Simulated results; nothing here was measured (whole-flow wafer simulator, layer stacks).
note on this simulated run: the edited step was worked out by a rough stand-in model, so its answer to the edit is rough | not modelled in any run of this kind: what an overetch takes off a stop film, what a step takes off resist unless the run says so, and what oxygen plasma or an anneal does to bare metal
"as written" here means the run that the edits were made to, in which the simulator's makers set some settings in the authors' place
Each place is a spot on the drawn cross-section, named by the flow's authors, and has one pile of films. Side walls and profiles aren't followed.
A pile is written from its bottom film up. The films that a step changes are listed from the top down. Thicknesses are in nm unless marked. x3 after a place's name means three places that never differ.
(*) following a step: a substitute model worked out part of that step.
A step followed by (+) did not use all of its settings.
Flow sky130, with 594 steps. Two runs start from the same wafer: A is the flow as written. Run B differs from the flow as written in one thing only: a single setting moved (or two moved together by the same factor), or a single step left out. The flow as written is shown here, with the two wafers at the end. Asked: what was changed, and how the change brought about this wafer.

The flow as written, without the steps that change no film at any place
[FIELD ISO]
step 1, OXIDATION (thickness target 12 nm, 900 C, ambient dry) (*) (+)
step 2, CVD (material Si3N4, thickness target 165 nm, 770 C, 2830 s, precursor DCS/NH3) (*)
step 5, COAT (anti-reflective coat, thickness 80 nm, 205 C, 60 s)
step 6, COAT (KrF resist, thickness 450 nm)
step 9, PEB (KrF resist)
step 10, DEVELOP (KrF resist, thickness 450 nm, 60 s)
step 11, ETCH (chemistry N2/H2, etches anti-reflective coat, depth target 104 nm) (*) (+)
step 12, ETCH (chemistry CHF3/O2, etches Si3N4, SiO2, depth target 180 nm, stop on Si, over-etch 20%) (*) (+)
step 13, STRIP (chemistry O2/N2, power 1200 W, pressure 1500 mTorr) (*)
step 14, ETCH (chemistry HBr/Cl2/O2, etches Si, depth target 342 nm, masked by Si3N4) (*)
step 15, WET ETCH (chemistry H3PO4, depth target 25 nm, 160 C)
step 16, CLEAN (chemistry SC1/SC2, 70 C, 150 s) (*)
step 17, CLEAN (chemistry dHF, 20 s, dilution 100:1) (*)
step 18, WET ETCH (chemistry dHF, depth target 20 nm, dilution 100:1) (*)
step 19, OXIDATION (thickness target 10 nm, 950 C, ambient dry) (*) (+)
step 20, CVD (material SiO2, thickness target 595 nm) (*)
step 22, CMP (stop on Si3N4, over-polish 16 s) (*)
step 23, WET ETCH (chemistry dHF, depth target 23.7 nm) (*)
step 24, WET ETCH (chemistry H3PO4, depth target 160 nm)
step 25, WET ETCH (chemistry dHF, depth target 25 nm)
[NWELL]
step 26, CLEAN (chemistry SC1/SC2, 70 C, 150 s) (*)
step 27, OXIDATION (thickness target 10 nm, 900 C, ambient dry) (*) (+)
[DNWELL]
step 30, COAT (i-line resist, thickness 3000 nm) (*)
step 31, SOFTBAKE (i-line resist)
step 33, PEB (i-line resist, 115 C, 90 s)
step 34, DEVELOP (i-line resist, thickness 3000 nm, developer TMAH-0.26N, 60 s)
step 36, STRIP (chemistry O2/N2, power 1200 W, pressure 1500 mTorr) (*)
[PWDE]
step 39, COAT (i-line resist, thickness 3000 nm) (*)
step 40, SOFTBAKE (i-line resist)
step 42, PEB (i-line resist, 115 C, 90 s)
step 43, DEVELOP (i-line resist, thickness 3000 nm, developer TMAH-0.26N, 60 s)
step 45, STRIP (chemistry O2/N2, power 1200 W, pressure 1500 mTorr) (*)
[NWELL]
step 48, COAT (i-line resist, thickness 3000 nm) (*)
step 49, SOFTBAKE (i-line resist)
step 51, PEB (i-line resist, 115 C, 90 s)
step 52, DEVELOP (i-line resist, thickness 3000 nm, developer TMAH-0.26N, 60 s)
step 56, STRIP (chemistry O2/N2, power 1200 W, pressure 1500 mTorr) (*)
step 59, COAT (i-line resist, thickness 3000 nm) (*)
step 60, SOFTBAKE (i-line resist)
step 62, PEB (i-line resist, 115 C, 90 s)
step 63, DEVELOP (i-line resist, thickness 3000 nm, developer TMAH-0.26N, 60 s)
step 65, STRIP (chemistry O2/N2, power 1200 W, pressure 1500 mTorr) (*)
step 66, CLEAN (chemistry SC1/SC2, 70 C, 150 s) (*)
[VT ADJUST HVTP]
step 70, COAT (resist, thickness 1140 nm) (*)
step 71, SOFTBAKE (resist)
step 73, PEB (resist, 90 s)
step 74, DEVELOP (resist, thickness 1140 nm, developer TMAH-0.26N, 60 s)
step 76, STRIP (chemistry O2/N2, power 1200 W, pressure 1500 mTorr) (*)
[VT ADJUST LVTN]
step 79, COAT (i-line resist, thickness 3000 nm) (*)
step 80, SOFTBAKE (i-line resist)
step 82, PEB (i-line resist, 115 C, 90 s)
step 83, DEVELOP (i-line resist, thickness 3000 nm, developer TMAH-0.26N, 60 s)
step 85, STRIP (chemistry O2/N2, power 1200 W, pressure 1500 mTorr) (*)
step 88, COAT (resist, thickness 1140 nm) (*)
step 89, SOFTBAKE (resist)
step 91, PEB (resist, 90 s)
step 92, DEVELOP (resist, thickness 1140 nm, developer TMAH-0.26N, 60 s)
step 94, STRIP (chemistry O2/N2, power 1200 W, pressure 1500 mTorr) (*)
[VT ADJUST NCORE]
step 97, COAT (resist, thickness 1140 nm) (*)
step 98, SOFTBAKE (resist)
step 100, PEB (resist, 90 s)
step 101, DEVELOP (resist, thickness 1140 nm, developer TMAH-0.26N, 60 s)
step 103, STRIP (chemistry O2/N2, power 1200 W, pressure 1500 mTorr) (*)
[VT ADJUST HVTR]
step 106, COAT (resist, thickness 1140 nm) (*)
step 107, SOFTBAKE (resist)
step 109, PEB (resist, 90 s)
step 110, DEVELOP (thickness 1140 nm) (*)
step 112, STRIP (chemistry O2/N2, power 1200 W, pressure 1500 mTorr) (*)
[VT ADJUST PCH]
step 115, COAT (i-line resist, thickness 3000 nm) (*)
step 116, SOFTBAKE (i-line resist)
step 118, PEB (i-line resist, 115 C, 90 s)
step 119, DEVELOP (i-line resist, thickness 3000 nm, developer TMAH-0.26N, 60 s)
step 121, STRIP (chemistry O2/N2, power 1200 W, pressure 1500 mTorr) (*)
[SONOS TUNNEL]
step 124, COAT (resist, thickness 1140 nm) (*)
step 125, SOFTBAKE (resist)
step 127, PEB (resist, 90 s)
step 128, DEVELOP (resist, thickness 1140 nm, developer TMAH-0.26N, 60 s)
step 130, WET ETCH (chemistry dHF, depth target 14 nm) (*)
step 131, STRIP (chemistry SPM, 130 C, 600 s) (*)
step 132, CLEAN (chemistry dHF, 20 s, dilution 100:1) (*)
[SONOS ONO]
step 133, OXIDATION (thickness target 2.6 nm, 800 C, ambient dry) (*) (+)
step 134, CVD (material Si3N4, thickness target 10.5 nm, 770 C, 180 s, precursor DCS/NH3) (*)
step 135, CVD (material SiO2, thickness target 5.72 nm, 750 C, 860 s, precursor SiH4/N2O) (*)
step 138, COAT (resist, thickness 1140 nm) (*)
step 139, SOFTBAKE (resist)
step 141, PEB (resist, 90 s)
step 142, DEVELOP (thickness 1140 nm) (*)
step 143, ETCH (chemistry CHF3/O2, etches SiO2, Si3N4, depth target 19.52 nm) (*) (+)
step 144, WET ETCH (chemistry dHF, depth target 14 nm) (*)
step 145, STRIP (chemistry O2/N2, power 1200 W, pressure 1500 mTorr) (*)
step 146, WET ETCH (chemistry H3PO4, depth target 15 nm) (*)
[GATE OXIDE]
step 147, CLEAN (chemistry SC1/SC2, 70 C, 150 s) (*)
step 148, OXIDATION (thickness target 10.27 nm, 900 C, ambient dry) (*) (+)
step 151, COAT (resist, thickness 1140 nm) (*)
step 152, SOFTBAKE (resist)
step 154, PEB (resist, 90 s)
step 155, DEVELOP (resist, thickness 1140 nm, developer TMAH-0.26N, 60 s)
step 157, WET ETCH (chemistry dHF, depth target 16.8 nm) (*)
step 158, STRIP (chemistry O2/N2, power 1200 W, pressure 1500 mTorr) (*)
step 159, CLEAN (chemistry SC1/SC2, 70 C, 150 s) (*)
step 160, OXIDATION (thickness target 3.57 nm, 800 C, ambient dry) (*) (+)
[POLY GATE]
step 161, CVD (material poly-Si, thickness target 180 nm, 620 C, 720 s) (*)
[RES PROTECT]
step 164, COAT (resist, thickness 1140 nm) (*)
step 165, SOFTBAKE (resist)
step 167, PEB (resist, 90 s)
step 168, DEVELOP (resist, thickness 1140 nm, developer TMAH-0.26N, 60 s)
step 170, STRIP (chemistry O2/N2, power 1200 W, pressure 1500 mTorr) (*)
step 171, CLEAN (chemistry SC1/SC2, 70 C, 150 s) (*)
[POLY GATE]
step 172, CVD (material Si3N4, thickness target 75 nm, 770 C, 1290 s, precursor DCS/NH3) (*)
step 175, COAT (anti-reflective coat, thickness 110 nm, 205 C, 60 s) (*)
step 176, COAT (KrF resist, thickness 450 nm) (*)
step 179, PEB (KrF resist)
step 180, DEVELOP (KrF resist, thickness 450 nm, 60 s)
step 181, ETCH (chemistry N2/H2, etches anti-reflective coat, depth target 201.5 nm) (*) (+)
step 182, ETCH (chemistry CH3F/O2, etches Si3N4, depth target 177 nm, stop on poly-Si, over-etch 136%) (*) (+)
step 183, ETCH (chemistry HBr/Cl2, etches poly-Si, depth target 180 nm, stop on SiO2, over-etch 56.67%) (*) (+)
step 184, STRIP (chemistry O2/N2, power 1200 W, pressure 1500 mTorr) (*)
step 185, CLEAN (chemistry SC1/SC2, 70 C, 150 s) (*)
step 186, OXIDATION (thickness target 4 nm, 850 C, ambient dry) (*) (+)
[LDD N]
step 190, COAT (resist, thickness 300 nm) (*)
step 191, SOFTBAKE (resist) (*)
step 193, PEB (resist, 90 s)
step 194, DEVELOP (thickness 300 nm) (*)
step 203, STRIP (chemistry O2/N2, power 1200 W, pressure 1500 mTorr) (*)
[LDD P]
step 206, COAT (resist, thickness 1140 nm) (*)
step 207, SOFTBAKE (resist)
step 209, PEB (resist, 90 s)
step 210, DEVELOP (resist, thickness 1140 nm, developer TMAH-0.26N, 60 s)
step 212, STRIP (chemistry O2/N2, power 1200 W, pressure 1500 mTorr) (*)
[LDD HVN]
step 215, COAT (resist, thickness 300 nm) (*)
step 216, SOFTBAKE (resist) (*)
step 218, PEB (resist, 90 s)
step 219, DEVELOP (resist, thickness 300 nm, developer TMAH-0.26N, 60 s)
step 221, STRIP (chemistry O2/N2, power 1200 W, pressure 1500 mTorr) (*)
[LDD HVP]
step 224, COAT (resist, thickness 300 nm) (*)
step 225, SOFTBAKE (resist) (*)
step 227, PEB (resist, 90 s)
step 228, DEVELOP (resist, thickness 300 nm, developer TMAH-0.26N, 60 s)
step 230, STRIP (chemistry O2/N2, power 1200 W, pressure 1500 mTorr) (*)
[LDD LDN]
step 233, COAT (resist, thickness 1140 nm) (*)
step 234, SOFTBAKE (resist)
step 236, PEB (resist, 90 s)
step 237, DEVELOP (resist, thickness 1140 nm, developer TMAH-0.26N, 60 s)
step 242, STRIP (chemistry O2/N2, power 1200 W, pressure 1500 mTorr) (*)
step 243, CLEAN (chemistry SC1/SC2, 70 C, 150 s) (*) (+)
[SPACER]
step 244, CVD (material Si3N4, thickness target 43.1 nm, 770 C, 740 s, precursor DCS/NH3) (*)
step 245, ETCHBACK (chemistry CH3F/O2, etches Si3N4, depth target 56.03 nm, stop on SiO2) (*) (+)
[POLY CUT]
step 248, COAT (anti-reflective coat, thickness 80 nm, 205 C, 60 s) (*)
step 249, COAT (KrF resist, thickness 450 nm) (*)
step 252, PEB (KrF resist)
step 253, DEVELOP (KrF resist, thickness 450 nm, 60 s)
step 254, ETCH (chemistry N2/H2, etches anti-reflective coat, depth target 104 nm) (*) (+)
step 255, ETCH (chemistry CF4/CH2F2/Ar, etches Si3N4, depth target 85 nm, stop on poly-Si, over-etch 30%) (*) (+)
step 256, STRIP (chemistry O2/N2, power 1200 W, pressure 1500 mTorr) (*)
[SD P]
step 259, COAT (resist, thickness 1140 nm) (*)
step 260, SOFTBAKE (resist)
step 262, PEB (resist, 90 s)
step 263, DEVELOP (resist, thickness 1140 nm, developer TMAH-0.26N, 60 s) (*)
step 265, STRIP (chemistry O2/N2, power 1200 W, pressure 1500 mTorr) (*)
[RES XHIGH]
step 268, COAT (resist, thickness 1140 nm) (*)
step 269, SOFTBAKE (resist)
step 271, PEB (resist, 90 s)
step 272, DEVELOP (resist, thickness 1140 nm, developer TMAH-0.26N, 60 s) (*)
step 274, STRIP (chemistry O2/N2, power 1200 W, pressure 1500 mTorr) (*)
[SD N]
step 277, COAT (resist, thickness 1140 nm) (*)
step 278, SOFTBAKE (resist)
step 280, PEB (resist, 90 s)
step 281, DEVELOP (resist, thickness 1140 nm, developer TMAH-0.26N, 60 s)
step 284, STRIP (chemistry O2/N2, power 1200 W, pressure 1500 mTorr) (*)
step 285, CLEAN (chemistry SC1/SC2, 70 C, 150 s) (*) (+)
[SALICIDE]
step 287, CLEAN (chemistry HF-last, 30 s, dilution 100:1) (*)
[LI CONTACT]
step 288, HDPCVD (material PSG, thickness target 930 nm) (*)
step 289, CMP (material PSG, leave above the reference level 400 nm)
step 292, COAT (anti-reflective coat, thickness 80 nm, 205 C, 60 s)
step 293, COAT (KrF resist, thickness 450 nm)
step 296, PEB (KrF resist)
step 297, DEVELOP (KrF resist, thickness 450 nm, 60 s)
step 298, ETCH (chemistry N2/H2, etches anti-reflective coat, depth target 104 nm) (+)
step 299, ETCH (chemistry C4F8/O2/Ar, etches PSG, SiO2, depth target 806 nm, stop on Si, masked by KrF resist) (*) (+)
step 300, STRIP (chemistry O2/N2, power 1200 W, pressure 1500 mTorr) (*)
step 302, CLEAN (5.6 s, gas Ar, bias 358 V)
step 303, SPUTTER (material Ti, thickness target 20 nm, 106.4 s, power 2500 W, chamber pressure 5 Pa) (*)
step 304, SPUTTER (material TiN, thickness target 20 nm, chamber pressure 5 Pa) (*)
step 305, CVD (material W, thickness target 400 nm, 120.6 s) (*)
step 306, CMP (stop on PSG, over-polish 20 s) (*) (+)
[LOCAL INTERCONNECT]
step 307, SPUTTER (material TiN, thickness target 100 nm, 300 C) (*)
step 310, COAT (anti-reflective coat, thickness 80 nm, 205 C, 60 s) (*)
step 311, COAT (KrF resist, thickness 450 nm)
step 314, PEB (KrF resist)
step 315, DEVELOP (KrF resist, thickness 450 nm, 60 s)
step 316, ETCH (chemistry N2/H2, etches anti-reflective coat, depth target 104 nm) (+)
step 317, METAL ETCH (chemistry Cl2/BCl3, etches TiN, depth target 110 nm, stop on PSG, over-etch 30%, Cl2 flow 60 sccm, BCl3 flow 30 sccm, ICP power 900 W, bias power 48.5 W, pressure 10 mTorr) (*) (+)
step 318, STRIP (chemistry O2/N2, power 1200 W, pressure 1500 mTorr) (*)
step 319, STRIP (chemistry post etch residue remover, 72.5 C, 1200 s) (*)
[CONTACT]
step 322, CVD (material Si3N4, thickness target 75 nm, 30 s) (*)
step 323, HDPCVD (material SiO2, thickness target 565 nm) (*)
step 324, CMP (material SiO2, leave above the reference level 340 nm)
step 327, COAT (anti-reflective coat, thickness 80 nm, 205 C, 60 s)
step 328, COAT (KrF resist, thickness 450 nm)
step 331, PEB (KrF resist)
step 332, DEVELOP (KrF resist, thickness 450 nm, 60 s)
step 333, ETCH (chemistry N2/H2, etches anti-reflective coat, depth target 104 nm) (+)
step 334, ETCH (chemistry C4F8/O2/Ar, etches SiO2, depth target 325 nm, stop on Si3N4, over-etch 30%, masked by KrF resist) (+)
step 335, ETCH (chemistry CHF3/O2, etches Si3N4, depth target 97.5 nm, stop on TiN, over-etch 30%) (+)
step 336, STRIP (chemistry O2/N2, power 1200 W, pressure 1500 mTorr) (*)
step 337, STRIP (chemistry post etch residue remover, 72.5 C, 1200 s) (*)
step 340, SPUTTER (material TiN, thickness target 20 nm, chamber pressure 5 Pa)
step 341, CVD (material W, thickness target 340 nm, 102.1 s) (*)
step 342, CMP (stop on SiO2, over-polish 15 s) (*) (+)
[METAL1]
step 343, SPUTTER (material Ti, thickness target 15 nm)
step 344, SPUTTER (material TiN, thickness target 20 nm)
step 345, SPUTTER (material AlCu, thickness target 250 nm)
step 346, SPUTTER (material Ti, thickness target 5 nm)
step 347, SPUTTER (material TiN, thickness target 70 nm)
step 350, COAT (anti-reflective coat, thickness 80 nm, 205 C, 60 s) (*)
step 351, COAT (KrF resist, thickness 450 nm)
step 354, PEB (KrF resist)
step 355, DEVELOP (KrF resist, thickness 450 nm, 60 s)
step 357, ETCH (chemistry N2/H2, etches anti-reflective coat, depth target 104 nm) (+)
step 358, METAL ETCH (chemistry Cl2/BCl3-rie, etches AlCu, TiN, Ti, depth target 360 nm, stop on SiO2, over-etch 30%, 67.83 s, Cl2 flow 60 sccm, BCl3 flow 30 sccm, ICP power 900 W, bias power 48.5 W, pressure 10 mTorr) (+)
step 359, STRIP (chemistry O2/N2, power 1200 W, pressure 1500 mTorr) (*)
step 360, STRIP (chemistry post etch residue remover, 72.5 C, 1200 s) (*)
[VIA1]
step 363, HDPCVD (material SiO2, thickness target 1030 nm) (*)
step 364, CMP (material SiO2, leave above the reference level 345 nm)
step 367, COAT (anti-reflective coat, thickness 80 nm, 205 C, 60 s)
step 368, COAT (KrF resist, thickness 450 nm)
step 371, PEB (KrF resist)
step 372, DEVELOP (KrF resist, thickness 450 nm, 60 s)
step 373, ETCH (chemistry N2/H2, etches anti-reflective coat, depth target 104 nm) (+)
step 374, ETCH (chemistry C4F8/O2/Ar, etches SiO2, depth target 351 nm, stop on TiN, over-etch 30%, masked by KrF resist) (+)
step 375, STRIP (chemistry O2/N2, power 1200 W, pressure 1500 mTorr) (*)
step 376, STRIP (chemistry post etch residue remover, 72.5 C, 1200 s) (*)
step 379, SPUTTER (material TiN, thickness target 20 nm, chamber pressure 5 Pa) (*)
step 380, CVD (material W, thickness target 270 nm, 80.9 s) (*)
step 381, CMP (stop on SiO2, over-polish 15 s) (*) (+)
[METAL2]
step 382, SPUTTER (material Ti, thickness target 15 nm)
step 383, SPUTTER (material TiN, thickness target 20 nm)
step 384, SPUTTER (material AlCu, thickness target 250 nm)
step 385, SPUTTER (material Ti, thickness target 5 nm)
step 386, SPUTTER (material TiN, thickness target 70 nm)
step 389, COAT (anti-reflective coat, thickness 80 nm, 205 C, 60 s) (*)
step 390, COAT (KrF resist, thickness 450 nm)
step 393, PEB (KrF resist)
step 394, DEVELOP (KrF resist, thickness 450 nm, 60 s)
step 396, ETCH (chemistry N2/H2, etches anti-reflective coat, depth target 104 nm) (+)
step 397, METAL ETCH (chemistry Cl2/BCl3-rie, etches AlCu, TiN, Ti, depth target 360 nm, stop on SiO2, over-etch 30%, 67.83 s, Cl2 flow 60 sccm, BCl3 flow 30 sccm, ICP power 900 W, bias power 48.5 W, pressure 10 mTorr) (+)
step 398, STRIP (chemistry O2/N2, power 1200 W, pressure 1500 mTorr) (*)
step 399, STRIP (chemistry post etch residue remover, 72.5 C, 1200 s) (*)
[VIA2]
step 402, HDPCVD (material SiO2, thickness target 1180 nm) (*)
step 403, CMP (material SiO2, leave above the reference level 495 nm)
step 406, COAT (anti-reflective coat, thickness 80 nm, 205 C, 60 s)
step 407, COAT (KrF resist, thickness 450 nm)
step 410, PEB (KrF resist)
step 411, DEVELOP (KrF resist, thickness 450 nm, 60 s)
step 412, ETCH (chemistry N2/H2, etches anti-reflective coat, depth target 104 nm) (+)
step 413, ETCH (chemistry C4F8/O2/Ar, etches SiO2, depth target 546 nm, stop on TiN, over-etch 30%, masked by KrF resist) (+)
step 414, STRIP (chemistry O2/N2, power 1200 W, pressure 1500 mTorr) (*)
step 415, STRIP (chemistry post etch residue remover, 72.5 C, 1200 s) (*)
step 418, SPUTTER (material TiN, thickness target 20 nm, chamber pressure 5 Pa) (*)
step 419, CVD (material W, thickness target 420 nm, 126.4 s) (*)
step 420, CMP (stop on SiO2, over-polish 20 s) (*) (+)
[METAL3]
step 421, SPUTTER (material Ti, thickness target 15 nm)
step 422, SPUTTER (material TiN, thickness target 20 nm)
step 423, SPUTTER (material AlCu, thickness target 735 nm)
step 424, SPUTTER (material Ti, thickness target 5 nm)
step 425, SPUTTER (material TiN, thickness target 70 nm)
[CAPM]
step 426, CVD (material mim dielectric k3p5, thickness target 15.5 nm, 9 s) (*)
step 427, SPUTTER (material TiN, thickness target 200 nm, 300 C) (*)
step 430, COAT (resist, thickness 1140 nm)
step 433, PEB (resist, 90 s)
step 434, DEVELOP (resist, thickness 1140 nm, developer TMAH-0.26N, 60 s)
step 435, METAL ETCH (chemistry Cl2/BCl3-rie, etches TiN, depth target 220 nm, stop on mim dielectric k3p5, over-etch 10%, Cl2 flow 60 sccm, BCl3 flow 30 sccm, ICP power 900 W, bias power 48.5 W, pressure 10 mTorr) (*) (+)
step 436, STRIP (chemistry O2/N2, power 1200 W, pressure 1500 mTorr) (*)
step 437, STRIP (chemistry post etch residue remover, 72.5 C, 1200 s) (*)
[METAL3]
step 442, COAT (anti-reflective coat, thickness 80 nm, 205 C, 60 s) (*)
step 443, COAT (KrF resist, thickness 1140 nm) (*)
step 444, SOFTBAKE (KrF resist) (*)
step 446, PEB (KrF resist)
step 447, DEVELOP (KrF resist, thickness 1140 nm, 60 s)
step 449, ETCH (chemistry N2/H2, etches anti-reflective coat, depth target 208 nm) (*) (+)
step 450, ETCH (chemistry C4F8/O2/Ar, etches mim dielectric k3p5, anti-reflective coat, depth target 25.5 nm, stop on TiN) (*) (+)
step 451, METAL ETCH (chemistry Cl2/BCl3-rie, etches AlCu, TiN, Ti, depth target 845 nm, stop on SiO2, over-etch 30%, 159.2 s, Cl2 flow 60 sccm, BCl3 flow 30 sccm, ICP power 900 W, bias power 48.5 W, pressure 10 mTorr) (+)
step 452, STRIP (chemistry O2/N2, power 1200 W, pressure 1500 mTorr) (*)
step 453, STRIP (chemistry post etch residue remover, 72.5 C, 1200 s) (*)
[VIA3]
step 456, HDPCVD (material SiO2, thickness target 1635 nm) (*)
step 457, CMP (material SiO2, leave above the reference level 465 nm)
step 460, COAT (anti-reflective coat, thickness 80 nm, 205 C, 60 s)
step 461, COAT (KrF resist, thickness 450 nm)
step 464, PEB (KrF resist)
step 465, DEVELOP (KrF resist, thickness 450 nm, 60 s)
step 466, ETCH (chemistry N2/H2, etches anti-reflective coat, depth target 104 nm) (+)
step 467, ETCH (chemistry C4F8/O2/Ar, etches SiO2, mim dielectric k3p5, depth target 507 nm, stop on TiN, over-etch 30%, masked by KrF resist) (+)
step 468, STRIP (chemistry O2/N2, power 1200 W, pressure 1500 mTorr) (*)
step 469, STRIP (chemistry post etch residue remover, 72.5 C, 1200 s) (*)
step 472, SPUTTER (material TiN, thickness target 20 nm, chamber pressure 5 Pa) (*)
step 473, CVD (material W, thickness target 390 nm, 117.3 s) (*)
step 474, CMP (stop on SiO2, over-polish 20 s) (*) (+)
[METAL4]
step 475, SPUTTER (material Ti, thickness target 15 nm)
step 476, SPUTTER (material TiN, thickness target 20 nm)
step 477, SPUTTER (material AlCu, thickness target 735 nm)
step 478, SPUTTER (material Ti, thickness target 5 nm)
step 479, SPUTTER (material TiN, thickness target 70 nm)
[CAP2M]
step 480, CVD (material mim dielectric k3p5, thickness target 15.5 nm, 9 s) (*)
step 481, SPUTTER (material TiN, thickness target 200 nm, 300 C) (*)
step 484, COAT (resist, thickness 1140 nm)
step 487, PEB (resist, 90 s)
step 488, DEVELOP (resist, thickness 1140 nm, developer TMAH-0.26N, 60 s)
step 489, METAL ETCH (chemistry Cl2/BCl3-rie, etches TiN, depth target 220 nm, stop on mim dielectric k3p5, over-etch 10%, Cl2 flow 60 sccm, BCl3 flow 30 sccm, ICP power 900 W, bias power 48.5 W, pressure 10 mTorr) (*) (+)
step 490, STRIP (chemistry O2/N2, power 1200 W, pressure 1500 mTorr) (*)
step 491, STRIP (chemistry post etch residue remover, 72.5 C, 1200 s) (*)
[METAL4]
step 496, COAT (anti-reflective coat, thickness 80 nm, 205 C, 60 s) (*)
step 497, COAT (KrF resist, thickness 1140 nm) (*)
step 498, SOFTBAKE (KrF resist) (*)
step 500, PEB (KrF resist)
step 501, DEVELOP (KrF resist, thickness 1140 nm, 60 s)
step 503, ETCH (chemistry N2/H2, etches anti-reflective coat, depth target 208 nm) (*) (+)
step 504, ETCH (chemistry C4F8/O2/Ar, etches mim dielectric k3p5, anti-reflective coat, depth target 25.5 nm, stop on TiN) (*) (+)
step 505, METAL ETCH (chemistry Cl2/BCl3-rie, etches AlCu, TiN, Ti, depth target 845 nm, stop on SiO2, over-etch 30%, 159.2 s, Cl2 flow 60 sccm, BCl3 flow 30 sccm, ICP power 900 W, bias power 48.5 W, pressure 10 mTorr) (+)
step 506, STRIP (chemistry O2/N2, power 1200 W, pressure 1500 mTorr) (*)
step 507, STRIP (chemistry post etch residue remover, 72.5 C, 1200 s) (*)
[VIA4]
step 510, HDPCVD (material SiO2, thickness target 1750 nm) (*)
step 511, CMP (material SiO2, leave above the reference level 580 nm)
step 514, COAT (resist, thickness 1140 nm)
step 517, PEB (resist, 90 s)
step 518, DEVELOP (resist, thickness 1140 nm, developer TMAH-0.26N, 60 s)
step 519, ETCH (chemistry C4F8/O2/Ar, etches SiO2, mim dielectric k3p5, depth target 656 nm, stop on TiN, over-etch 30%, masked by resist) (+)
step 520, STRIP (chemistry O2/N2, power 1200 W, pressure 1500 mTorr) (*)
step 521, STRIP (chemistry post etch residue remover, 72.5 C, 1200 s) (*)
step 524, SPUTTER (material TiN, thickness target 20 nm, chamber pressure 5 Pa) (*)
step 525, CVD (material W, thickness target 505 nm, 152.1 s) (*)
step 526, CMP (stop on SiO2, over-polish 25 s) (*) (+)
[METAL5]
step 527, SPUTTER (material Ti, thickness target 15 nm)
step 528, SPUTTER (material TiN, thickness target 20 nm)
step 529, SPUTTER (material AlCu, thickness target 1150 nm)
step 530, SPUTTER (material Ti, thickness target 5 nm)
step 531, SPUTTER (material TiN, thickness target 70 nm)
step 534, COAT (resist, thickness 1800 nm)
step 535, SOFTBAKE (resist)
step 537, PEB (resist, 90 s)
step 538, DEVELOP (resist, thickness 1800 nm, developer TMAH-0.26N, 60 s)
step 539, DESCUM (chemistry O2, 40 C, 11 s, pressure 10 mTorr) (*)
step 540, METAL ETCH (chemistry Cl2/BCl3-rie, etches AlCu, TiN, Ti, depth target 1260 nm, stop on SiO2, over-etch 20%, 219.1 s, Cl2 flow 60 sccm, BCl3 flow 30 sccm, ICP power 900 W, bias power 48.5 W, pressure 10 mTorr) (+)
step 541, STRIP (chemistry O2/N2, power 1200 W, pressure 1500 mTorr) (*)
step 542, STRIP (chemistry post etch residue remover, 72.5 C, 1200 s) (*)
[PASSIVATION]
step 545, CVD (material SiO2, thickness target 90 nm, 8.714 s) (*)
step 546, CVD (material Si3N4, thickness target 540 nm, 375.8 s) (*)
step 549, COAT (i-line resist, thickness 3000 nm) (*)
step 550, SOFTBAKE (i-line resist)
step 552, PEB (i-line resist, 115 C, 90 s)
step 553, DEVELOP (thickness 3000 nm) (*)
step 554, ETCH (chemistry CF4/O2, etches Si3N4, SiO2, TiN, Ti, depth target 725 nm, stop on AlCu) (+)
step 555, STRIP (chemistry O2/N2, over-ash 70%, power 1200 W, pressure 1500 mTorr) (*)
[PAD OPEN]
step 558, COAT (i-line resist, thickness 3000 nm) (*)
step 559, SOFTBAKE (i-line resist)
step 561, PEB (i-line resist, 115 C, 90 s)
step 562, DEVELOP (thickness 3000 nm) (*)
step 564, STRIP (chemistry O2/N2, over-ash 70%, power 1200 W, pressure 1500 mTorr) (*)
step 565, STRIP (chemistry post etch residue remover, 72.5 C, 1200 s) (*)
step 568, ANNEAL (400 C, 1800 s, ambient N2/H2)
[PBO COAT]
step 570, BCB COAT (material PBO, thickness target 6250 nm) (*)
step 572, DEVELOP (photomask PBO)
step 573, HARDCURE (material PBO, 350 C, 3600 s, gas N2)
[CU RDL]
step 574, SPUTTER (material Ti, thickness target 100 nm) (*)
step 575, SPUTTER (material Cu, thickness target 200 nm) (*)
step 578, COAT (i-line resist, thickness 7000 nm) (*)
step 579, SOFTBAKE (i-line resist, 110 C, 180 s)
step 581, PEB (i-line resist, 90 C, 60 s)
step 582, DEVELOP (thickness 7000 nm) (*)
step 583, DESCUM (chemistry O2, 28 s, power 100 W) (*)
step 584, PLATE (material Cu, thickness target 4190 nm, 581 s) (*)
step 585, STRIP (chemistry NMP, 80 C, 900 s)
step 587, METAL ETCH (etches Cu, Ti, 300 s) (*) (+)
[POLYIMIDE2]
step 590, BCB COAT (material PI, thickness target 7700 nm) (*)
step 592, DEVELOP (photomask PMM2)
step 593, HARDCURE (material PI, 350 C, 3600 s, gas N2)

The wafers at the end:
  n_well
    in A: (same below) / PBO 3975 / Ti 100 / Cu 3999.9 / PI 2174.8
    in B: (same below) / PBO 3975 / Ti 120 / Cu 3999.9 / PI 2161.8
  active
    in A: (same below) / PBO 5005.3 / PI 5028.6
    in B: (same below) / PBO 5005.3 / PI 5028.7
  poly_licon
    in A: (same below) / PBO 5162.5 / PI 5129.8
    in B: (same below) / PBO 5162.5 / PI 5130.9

What caused this: step 574, SPUTTER: thickness target 120 nm was run, though the flow has thickness target 100 nm.
The wafer itself shows it: n_well has Ti 120, and step 574 as written asks for 100 nm.

The path from the change to this, step by step:
  step 574, SPUTTER (material Ti, thickness target 100 nm) (*)
      field, active, n_well and 190 more: A +100 Ti (new film) | B +120 Ti (new film)
  step 587, METAL ETCH (etches Cu, Ti, 300 s) (*) (+)
      field, active, gate and 167 more: A -200 Cu (all of it), -100 Ti (all of it) | B -200 Cu (all of it), -120 Ti (all of it)
  step 590, BCB COAT (material PI, thickness target 7700 nm) (*)
      de16_gate_nw: A +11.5 um PI (new film) | B +11.52 um PI (new film)
